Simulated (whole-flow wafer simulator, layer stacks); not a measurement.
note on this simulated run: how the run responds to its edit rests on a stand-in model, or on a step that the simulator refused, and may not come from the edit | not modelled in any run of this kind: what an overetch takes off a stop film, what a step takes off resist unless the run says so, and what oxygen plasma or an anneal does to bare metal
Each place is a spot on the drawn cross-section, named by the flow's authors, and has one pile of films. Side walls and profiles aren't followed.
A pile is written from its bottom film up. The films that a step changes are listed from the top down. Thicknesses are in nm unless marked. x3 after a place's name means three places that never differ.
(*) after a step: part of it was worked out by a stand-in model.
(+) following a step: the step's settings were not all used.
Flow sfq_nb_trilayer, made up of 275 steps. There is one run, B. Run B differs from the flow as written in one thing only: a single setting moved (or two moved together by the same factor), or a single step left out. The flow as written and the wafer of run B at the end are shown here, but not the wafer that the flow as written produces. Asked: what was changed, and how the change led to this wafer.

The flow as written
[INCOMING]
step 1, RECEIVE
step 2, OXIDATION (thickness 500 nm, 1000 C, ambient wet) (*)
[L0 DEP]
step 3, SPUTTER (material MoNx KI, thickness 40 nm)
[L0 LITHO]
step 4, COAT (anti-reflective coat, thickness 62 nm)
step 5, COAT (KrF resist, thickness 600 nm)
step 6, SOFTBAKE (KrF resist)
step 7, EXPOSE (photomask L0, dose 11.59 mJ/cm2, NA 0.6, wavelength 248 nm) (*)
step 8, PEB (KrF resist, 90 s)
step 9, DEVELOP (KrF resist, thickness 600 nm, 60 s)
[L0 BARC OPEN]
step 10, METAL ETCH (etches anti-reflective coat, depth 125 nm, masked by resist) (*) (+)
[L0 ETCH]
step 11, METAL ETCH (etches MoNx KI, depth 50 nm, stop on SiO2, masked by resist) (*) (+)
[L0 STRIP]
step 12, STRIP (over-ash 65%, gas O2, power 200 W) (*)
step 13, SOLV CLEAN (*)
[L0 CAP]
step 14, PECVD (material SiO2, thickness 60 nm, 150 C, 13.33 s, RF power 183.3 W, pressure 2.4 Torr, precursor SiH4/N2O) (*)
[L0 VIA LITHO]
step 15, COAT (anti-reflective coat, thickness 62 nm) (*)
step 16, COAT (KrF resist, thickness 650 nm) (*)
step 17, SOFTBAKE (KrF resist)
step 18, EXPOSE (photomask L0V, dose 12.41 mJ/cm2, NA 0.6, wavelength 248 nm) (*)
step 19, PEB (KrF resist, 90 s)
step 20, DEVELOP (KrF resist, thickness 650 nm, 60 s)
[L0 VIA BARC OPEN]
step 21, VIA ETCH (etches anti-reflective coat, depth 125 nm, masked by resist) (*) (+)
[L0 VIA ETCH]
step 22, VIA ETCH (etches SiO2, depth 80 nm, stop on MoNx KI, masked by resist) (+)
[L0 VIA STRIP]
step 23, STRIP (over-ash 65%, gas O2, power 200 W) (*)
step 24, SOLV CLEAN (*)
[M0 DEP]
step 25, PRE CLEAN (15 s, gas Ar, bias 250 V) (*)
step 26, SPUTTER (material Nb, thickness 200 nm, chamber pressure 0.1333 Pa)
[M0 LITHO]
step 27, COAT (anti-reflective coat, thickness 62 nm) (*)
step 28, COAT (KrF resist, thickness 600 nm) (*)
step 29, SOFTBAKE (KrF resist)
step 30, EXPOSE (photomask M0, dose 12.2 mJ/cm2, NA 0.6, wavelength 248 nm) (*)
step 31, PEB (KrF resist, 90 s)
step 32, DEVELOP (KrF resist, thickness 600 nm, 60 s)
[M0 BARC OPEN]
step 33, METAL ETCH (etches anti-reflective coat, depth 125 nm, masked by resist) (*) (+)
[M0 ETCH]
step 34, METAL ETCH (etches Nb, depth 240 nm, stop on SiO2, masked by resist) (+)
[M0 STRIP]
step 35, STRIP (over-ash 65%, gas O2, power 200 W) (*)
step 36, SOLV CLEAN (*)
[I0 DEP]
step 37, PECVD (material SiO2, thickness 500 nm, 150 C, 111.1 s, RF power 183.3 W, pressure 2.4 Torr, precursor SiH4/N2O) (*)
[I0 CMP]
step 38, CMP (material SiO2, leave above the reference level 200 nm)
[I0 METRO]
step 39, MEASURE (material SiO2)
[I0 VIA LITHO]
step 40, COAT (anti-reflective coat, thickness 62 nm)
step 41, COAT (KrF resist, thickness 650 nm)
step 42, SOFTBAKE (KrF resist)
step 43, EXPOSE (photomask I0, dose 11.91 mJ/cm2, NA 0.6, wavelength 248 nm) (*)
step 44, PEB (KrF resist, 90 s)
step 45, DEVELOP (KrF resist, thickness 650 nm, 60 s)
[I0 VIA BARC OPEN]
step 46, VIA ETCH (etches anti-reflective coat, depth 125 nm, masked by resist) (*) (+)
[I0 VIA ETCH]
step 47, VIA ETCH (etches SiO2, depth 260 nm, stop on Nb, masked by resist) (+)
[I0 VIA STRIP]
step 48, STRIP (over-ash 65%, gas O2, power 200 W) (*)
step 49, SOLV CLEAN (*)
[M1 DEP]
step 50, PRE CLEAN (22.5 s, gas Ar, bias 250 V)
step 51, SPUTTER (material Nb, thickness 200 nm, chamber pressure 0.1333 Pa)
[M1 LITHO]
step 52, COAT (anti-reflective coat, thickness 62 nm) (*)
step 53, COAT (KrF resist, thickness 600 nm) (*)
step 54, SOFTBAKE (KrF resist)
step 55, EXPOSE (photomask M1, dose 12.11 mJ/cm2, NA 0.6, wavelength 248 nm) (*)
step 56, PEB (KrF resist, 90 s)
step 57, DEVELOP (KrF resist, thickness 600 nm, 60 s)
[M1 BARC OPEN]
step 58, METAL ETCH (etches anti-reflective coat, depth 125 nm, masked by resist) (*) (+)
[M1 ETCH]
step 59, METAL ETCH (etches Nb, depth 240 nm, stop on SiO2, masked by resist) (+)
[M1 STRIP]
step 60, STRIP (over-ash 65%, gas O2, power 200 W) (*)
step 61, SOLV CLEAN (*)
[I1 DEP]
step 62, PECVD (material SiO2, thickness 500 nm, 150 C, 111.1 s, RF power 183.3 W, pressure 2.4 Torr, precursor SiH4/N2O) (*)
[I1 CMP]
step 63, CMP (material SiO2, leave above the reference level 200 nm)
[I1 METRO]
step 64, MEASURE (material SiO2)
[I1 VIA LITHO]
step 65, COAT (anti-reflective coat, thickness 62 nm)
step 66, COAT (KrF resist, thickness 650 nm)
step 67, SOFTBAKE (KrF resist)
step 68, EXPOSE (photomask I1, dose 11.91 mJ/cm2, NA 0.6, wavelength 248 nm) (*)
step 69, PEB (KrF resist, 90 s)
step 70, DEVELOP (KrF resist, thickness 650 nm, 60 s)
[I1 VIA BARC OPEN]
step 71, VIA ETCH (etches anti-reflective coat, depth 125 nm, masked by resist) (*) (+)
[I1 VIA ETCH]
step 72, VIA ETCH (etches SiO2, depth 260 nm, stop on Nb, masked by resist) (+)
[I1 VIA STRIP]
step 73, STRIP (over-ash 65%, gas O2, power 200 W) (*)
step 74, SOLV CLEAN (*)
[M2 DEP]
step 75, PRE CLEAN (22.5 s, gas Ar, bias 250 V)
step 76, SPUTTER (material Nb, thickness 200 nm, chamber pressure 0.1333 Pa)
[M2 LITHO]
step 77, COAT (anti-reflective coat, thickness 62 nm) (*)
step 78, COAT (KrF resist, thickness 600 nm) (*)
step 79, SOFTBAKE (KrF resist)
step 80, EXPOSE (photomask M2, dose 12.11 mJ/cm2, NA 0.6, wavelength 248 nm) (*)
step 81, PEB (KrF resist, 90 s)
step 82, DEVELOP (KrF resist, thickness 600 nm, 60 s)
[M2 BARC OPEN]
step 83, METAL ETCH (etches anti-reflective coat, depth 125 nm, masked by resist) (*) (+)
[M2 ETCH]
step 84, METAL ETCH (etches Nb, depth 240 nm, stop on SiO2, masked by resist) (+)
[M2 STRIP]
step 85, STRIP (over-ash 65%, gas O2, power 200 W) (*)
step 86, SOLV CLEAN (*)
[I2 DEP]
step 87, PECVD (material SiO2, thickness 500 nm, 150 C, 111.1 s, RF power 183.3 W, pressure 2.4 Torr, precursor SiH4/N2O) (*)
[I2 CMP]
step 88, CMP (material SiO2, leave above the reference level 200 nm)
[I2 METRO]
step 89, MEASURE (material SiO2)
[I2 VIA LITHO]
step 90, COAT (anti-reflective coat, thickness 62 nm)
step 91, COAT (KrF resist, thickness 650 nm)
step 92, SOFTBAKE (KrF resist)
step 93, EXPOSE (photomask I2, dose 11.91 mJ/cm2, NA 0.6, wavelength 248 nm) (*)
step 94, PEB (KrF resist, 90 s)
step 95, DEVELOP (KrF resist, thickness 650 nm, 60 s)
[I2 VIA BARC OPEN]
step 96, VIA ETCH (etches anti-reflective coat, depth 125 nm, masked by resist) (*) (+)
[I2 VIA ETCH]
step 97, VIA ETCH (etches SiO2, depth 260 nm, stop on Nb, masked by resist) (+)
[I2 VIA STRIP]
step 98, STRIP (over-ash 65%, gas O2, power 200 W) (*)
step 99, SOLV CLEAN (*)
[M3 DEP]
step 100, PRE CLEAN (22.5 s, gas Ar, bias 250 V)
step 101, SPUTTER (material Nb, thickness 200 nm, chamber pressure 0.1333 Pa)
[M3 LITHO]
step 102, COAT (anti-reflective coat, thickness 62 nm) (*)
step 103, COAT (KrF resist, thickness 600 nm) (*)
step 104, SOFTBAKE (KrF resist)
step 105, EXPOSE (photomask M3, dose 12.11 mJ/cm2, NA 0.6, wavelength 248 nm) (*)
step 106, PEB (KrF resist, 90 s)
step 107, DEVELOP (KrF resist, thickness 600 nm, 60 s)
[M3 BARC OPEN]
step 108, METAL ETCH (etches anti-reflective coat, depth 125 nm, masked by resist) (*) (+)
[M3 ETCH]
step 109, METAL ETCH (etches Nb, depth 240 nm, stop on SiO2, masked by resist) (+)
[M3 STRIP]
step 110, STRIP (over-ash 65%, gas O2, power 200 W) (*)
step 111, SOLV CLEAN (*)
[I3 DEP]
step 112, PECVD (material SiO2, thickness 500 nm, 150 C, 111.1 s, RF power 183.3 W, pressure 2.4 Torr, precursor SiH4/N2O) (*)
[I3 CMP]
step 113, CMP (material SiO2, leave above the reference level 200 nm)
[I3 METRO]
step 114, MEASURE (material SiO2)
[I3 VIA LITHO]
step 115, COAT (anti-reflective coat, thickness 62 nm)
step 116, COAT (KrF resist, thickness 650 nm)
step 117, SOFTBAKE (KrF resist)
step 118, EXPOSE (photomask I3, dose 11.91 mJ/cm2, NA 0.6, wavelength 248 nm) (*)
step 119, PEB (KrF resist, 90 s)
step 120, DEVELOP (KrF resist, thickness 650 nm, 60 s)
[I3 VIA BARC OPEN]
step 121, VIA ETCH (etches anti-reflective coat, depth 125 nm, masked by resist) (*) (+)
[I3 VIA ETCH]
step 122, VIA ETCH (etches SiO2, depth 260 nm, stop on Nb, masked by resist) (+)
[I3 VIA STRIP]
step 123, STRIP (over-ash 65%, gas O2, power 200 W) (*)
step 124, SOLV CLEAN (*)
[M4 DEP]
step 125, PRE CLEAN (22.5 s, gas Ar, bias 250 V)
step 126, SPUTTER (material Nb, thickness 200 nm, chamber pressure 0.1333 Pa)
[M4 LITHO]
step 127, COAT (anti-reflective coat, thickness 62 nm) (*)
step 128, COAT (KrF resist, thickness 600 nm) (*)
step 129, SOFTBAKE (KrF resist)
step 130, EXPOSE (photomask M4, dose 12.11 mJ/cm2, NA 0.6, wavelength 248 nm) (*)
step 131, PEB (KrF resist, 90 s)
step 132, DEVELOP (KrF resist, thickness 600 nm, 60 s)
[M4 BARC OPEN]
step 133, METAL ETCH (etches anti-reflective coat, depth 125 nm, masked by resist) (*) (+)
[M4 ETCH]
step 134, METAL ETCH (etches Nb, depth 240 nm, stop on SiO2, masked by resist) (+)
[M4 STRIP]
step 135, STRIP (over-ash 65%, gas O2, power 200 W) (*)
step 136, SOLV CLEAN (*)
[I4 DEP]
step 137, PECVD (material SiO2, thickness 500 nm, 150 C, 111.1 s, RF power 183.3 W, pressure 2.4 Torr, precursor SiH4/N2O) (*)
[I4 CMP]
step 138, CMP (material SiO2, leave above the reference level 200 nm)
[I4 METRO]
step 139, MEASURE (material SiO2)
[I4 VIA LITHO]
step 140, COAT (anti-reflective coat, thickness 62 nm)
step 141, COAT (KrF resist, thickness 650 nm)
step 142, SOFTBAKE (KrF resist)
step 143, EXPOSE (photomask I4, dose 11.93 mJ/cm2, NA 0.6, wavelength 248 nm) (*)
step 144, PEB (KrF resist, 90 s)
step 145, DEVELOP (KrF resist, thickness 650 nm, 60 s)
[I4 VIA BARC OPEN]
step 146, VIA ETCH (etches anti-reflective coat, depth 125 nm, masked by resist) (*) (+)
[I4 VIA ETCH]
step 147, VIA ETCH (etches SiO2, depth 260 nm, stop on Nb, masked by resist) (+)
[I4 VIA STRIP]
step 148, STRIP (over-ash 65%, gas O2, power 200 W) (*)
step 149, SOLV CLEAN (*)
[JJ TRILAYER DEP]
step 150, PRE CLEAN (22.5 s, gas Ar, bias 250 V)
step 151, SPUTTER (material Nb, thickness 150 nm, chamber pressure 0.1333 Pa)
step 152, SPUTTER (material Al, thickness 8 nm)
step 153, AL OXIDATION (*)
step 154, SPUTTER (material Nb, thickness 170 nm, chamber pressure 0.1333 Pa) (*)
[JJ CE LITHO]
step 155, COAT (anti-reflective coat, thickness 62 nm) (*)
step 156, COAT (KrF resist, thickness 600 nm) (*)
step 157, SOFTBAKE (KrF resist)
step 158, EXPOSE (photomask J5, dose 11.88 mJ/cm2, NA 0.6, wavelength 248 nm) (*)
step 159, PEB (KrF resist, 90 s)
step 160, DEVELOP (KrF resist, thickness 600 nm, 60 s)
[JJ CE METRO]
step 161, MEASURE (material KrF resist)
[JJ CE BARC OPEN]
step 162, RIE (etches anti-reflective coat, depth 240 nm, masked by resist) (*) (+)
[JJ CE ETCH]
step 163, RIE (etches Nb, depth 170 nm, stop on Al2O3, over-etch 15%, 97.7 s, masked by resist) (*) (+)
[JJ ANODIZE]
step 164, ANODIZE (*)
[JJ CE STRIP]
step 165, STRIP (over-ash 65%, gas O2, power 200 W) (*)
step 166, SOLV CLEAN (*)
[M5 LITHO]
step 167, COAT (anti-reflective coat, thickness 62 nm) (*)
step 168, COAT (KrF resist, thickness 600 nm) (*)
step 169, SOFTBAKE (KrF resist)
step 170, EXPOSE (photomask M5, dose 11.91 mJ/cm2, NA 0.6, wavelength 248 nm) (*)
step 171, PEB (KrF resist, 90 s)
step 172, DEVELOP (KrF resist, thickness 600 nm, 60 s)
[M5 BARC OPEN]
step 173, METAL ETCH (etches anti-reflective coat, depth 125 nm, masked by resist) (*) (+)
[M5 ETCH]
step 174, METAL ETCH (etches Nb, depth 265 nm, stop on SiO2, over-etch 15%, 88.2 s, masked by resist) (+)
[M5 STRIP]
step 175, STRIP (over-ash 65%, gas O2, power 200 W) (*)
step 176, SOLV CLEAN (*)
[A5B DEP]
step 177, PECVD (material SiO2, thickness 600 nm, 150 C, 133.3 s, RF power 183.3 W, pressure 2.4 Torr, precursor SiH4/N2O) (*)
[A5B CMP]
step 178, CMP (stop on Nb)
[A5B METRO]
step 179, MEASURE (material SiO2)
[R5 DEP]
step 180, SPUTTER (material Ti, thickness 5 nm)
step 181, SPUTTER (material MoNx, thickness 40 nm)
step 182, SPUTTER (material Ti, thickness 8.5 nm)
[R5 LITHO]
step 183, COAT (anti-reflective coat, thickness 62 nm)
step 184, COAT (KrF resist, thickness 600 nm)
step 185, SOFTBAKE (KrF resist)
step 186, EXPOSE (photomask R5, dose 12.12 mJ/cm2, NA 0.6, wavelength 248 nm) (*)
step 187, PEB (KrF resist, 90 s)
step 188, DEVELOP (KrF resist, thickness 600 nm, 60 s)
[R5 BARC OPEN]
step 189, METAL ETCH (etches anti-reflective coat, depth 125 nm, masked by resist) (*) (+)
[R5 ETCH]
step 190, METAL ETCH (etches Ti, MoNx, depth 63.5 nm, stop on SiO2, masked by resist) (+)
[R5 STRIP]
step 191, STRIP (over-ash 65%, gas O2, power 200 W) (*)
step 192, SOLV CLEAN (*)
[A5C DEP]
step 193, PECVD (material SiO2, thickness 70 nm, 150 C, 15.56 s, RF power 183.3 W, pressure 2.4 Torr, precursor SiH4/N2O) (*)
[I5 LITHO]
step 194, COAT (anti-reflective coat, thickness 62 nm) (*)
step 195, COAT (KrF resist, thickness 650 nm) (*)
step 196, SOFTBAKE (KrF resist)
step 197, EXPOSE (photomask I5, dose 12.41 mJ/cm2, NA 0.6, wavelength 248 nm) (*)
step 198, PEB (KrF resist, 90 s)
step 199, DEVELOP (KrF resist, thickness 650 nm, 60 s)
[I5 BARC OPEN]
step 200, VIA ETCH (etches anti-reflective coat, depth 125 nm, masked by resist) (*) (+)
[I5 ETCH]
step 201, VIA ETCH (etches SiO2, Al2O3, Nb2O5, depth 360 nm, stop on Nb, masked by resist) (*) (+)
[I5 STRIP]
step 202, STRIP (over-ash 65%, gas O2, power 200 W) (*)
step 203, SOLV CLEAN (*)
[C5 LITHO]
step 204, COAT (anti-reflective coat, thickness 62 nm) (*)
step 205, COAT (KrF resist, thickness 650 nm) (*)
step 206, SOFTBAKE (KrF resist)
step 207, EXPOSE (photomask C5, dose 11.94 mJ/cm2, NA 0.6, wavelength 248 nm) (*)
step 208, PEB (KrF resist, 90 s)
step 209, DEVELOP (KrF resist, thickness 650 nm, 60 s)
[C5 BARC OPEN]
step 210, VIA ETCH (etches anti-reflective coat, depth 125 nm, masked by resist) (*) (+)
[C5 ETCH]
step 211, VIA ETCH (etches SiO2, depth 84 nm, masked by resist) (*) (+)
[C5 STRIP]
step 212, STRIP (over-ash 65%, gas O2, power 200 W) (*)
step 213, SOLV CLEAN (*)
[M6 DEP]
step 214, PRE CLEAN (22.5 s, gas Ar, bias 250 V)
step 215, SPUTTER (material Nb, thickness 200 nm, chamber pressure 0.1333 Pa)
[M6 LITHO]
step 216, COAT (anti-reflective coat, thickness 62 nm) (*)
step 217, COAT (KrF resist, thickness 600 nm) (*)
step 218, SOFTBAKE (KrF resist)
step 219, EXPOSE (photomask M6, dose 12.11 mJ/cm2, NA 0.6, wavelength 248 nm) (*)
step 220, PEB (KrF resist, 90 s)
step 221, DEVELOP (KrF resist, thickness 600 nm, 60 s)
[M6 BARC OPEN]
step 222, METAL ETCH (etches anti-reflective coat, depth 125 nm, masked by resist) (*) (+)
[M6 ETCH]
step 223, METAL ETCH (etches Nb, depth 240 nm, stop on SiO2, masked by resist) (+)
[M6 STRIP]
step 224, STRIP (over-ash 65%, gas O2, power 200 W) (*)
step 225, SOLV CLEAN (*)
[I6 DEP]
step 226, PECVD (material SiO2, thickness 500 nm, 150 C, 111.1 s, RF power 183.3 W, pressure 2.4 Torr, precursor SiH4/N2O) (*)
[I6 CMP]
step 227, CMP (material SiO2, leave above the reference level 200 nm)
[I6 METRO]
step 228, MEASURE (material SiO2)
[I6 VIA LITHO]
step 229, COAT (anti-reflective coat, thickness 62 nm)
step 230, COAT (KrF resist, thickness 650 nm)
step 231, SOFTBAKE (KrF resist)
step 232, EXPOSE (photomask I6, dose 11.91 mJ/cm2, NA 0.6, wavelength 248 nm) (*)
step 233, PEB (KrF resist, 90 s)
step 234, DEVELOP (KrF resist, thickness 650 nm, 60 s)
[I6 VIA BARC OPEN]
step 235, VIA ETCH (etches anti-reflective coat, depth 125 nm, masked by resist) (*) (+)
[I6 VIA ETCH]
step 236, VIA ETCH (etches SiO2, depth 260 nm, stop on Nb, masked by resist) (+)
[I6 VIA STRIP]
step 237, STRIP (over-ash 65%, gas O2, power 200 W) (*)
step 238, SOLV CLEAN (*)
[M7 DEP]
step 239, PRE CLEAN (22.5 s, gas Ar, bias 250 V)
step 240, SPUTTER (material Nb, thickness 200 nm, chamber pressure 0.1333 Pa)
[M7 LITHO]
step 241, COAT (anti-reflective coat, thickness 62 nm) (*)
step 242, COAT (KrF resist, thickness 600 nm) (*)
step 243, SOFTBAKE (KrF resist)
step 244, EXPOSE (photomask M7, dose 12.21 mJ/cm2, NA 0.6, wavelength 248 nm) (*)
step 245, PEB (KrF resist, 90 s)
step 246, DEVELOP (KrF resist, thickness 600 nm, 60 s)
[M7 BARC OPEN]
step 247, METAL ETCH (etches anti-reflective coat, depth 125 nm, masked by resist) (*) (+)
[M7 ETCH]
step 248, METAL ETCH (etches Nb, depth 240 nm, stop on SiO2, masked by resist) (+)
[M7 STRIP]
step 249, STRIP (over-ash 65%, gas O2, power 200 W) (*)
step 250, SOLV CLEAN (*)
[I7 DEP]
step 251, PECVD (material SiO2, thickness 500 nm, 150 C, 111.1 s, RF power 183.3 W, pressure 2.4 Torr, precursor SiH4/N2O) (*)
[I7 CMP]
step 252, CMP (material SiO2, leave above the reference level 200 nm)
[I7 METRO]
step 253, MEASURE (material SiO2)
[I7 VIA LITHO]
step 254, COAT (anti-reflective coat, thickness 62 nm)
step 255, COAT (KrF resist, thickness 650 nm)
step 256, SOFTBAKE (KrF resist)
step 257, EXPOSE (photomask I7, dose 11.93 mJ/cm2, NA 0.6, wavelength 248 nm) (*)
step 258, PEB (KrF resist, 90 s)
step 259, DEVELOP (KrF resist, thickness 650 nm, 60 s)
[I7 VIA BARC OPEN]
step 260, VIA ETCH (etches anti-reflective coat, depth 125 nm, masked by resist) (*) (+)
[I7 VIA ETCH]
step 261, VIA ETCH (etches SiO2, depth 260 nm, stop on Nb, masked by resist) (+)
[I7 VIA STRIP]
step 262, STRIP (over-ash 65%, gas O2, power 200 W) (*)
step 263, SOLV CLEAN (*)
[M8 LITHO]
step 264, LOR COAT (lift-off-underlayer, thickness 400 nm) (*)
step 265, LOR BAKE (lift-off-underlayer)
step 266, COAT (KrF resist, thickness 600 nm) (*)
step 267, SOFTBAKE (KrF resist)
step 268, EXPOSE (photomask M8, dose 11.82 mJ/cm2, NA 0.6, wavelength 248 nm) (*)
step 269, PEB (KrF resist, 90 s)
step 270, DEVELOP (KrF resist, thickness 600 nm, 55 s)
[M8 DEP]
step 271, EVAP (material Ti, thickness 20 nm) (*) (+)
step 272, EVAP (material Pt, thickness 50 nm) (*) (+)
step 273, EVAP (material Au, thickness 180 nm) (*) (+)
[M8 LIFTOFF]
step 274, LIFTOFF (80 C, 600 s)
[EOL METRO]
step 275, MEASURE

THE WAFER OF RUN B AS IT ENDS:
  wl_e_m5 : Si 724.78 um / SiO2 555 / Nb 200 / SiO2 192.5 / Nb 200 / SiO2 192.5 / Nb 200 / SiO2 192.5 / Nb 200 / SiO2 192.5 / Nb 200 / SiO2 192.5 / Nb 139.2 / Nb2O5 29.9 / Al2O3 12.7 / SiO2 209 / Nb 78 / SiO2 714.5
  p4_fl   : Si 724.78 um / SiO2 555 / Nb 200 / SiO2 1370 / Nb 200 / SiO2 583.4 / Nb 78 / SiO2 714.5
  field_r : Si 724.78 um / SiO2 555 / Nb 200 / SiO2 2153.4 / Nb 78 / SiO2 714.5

The reason: step 223, METAL ETCH: depth 122 nm was run, whereas the flow has depth 240 nm.

Step by step, how the change led to this:
  step 223, METAL ETCH (etches Nb, depth 240 nm, stop on SiO2, masked by resist) (+)
      field_l, gap, moat and 76 more: -122 Nb (it would be, as written: -200 Nb (all of it))
      v_sur, via_wl, via_w and 24 more: -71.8 KrF resist (it would be, as written: -141.2 KrF resist)
  step 224, STRIP (over-ash 65%, gas O2, power 200 W) (*)
      wl_j_sl, wl_j_sr: -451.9 KrF resist (all of it), -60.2 anti-reflective coat (all of it) (it would be, as written: -382.5 KrF resist (all of it), -60.2 anti-reflective coat (all of it))
      wl_c_m6, wl_f_m6: -451.7 KrF resist (all of it), -62 anti-reflective coat (all of it) (it would be, as written: -382.3 KrF resist (all of it), -62 anti-reflective coat (all of it))
      (and at 23 other places as well)
  step 226, PECVD (material SiO2, thickness 500 nm, 150 C, 111.1 s, RF power 183.3 W, pressure 2.4 Torr, precursor SiH4/N2O) (*)
      field_l, p4_fl, p4_fm and 62 more: +500 SiO2 (new film) (it would be, as written: +500 SiO2)
      moat, field_r, lsp_l, ln_m5, lsp_m: +500 SiO2 (new film) (it would be, as written: +493.6 SiO2)
      (and at 9 other places as well)
  step 227, CMP (material SiO2, leave above the reference level 200 nm)
      field_l, p4_fl, p4_fm and 59 more: -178 SiO2 (it would be, as written: -100 SiO2)
      moat, field_r, lsp_l, ln_m5, lsp_m: -178 SiO2 (it would be, as written: -93.6 SiO2)
      (and at 12 other places as well)
If metal films that touch count as one body, wl_e_m5 has 7 bodies (between them, from the top down: SiO2 209 / Al2O3 12.7 / Nb2O5 29.9; SiO2 192.5; SiO2 192.5; SiO2 192.5; SiO2 192.5; SiO2 192.5); the flow as written gives 6 bodies (between them, from the top down: SiO2 192.5; SiO2 192.5; SiO2 192.5; SiO2 192.5; SiO2 192.5).
If metal films that touch count as one body, p4_fl has 3 bodies (between them, from the top down: SiO2 583.4; SiO2 1370); the flow as written gives 2 bodies (between them, from the top down: SiO2 1370).
If metal films that touch count as one body, field_r has 2 bodies (between them, from the top down: SiO2 2153.4); the flow as written gives 1 body.
